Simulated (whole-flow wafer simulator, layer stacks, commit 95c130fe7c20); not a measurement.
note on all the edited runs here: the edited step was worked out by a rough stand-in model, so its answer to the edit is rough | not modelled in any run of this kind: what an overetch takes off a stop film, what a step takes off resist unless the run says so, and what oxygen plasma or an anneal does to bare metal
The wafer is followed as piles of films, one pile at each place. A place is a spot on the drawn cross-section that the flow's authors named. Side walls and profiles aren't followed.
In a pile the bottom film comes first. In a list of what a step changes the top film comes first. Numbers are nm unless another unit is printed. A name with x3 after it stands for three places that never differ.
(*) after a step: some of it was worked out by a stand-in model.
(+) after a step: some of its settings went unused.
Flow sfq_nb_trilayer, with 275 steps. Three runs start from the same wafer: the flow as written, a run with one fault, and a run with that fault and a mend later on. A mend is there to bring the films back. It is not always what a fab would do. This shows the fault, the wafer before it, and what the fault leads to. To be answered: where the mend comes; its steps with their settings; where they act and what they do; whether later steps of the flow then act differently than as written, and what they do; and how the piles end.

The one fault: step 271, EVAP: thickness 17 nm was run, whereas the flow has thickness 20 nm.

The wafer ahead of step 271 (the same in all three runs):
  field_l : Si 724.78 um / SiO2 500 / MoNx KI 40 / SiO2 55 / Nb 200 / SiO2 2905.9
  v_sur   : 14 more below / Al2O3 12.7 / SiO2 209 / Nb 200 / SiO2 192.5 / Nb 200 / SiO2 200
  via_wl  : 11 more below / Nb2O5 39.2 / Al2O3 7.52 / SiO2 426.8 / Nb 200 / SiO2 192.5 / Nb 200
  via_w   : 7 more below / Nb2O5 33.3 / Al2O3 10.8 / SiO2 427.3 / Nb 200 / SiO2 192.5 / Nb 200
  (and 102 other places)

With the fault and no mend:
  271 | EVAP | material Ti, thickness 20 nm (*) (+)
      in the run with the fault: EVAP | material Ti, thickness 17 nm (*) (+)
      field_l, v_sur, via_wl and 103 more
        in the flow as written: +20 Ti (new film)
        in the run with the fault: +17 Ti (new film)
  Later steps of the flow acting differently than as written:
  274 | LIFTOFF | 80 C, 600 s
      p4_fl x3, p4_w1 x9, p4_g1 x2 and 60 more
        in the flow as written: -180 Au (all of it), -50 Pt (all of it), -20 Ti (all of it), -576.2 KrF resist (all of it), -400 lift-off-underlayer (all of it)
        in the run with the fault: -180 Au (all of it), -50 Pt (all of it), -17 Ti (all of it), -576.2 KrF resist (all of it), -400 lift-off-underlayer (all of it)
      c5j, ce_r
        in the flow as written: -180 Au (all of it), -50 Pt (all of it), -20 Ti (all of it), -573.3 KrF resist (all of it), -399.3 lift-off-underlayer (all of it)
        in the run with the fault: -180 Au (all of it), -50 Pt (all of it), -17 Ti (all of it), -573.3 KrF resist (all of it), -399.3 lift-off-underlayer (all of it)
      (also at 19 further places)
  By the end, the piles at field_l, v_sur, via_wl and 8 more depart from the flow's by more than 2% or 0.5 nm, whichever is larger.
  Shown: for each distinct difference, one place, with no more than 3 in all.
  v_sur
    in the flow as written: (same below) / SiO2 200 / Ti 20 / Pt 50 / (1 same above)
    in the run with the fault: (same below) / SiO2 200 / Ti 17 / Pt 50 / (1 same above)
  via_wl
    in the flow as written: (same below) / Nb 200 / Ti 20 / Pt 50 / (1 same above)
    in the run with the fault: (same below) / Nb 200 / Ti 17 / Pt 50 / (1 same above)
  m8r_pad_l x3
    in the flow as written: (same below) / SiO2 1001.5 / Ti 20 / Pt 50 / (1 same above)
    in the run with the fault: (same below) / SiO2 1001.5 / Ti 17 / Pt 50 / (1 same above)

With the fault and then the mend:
  After step 271 comes the mend.
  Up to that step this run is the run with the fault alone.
  271a | EVAP | material Ti, thickness 3 nm (*) (+) (a further turn of the flow's step 271, with different settings)
      field_l, v_sur, via_wl and 103 more
        +3 Ti
  Later steps of the flow that are run all act as written at every place that is followed.
  At every place that both follow, the piles at the end match the flow's.
